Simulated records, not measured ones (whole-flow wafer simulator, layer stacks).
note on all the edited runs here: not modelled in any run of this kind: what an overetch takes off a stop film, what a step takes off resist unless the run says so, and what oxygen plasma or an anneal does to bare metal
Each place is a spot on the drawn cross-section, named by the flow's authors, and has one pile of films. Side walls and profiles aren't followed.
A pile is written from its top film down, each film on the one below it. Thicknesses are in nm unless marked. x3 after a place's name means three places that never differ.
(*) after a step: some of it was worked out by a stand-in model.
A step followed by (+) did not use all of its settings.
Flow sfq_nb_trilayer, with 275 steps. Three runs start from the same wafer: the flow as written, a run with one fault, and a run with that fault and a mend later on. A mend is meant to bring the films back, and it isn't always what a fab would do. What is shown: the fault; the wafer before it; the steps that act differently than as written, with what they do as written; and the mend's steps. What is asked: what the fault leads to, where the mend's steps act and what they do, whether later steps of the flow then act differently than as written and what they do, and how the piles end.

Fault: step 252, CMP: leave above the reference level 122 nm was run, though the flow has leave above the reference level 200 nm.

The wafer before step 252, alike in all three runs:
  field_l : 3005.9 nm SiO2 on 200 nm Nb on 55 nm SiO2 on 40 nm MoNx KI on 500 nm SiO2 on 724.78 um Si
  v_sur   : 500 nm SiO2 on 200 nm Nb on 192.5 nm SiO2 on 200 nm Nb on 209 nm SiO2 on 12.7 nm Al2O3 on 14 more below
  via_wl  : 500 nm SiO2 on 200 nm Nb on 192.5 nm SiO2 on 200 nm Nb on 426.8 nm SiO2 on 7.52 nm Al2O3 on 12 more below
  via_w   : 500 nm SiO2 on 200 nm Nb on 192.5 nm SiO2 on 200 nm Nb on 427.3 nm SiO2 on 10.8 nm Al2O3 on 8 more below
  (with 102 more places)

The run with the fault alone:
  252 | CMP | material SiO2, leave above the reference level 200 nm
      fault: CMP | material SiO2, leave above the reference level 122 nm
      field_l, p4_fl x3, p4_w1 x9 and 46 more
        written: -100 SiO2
        fault: -178 SiO2
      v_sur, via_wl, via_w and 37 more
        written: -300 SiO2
        fault: -378 SiO2
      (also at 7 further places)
  Steps later in the flow that act otherwise than as written (2 more steps, not shown, differ only slightly: by at most 2% or 0.5 nm, whichever is larger):
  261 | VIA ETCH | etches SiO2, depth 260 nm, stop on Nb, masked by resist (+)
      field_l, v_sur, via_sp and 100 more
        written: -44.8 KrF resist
        fault: -31.5 KrF resist
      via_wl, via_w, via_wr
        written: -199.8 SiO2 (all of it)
        fault: -121.8 SiO2 (all of it)
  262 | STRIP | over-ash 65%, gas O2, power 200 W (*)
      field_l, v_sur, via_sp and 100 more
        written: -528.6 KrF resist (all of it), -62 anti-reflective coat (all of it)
        fault: -541.9 KrF resist (all of it), -62 anti-reflective coat (all of it)
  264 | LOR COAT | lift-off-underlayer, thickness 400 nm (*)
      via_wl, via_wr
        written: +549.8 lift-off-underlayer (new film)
        fault: +491.4 lift-off-underlayer (new film)
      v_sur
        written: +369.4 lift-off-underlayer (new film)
        fault: +381.3 lift-off-underlayer (new film)
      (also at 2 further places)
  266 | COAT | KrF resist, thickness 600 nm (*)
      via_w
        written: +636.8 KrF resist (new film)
        fault: +622.4 KrF resist (new film)
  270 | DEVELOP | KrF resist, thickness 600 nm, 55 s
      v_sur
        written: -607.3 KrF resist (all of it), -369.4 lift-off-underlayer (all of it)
        fault: -604 KrF resist (all of it), -381.3 lift-off-underlayer (all of it)
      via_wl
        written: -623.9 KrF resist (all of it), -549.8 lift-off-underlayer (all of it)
        fault: -614.1 KrF resist (all of it), -491.4 lift-off-underlayer (all of it)
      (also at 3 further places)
  At field_l, v_sur, via_sp and 100 more, the piles at the end differ from the flow's by more than 2% or 0.5 nm, whichever is larger.
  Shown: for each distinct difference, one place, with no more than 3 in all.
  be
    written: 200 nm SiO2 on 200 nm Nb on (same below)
    fault: 122 nm SiO2 on 200 nm Nb on (same below)
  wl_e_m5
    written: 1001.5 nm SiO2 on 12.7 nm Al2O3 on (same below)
    fault: 923.5 nm SiO2 on 12.7 nm Al2O3 on (same below)
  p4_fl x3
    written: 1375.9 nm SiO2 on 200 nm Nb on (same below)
    fault: 1297.9 nm SiO2 on 200 nm Nb on (same below)

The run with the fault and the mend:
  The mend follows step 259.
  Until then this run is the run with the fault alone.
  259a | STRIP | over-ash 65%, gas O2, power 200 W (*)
      field_l, v_sur, via_sp and 100 more
        -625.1 KrF resist (all of it), -62 anti-reflective coat (all of it)
      via_wl, via_w, via_wr
        -62 anti-reflective coat (all of it)
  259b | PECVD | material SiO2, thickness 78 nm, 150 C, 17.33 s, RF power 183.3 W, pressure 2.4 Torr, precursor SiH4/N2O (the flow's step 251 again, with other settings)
      field_l, v_sur, via_wl and 103 more
        +78 SiO2
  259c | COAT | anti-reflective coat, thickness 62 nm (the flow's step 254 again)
      field_l, v_sur, via_wl and 103 more
        +62 anti-reflective coat (new film)
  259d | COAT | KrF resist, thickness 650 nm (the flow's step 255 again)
      field_l, v_sur, via_wl and 103 more
        +650 KrF resist (new film)
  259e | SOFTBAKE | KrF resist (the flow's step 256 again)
      leaves every film unchanged at each place that is followed
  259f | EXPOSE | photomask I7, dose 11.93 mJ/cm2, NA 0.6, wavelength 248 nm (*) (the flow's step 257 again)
      leaves every film unchanged at each place that is followed
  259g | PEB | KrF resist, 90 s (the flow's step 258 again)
      field_l, v_sur, via_wl and 103 more
        -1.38 KrF resist
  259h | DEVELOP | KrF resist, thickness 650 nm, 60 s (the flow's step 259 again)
      field_l, v_sur, via_sp and 100 more
        -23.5 KrF resist
      via_wl, via_w, via_wr
        -648.6 KrF resist (all of it)
  None of the later steps of the flow acts differently than as written at any place that is followed.
  At every place that both follow, the piles at the end match the flow's.
